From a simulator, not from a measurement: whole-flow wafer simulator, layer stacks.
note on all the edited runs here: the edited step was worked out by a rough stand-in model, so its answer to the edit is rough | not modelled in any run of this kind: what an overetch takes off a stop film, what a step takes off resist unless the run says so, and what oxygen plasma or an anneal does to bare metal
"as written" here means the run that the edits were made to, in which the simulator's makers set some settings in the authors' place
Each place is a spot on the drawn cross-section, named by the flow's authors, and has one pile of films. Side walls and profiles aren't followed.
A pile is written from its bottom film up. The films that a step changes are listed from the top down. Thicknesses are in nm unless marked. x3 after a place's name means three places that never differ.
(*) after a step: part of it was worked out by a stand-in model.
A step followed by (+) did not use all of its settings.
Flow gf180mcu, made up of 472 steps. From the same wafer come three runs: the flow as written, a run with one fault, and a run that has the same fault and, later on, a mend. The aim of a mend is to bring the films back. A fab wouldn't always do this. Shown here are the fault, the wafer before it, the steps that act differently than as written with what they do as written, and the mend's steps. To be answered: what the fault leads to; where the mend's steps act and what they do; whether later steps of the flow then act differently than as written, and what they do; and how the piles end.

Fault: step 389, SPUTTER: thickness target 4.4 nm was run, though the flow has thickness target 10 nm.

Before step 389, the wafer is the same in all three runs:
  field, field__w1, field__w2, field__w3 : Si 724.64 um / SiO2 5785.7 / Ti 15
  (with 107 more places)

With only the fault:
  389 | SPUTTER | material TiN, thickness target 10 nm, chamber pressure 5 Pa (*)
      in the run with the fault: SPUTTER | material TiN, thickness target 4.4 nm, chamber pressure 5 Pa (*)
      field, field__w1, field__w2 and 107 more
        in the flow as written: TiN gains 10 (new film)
        in the run with the fault: TiN gains 4.4 (new film)
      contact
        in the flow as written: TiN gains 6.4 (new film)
        in the run with the fault: TiN gains 2.82 (new film)
  Later steps of the flow acting differently than as written (1 other step is not shown; it differs only slightly, by no more than 2% or 0.5 nm, whichever is larger):
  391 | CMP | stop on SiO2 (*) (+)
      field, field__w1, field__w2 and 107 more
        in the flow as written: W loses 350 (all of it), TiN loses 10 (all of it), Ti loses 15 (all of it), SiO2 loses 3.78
        in the run with the fault: W loses 350 (all of it), TiN loses 4.4 (all of it), Ti loses 15 (all of it), SiO2 loses 3.73
  The piles end different from the flow's at contact by more than 2% or 0.5 nm, whichever is larger.
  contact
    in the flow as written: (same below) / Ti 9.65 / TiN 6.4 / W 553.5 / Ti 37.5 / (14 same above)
    in the run with the fault: (same below) / Ti 9.65 / TiN 2.82 / W 557.1 / Ti 37.5 / (14 same above)

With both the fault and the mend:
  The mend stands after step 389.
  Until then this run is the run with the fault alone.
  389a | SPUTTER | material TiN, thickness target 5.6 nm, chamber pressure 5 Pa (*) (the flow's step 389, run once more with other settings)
      field, field__w1, field__w2 and 107 more
        TiN gains 5.6
      contact
        TiN gains 3.58
  None of the later steps of the flow acts differently than as written at any place that is followed.
  At every place that both follow, the piles at the end match the flow's.
